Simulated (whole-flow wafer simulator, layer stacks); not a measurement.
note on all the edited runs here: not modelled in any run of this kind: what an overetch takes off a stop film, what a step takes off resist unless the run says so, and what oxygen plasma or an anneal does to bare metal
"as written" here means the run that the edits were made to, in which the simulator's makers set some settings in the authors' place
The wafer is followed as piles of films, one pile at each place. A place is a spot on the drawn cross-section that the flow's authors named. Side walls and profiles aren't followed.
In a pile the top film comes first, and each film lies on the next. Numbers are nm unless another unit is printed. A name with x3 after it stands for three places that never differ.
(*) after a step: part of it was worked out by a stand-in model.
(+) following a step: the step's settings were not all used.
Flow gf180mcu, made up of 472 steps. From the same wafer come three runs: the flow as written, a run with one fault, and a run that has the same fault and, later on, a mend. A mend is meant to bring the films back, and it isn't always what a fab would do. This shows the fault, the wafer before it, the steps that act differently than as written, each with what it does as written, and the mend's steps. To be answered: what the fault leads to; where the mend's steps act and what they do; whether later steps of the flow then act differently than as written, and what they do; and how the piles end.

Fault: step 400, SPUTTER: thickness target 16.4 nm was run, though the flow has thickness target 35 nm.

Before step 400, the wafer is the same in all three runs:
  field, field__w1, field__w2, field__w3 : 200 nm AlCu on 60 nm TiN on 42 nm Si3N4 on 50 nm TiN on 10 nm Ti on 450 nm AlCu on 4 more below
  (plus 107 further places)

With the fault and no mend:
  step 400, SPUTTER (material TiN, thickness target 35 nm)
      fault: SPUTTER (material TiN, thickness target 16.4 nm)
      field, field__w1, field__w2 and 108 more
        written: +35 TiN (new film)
        fault: +16.4 TiN (new film)
  Later steps of the flow acting differently than as written (not shown: 7 more steps that differ only slightly, by at most 2% or 0.5 nm, whichever is larger):
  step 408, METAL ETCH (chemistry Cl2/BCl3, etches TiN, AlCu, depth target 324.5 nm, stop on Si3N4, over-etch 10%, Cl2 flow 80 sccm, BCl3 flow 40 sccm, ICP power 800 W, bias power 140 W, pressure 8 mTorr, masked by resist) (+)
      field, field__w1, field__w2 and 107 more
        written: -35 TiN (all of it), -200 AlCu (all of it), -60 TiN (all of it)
        fault: -16.4 TiN (all of it), -200 AlCu (all of it), -60 TiN (all of it)
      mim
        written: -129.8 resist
        fault: -121.6 resist
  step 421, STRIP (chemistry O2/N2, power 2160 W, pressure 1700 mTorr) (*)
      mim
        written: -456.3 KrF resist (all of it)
        fault: -470.3 KrF resist (all of it)
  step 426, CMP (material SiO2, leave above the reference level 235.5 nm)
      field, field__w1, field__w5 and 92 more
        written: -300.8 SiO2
        fault: -319.4 SiO2
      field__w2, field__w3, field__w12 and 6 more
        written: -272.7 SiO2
        fault: -291.3 SiO2
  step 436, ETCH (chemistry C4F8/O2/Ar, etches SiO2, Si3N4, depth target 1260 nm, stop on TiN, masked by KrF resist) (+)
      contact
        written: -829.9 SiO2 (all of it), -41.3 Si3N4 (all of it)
        fault: -811.3 SiO2 (all of it), -41.3 Si3N4 (all of it)
  At field__w8, contact, m1, m1__w1, mim, m1_nw, the piles at the end differ from the flow's by more than 2% or 0.5 nm, whichever is larger.
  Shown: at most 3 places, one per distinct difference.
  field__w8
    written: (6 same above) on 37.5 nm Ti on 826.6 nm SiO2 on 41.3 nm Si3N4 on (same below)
    fault: (6 same above) on 37.5 nm Ti on 808 nm SiO2 on 41.3 nm Si3N4 on (same below)
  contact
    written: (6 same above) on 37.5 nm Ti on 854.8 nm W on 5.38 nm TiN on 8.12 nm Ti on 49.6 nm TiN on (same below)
    fault: (6 same above) on 37.5 nm Ti on 836.1 nm W on 5.44 nm TiN on 8.21 nm Ti on 49.6 nm TiN on (same below)
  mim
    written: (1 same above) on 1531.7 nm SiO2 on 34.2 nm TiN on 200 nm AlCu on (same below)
    fault: (1 same above) on 1531.7 nm SiO2 on 15.6 nm TiN on 200 nm AlCu on (same below)

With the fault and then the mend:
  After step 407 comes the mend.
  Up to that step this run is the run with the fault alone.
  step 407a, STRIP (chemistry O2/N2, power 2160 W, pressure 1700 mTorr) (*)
      mim
        -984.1 resist (all of it)
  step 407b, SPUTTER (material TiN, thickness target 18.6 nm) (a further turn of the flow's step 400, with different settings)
      field, field__w1, field__w2 and 108 more
        +18.6 TiN
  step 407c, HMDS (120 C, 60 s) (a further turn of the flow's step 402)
      does not change any film at any place that is followed
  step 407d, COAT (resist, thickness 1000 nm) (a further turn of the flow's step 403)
      field, field__w1, field__w2 and 108 more
        +1000 resist (new film)
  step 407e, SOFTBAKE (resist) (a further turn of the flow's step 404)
      does not change any film at any place that is followed
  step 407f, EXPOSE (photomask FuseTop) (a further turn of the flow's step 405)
      does not change any film at any place that is followed
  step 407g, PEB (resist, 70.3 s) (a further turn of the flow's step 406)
      field, field__w1, field__w2 and 108 more
        -15.9 resist
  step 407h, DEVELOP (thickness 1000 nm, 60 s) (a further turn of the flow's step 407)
      field, field__w1, field__w2 and 107 more
        -984.1 resist (all of it)
  Every later step of the flow that is run acts as written at every place that is followed.
  By the end, the piles equal the flow's at every place that both follow.
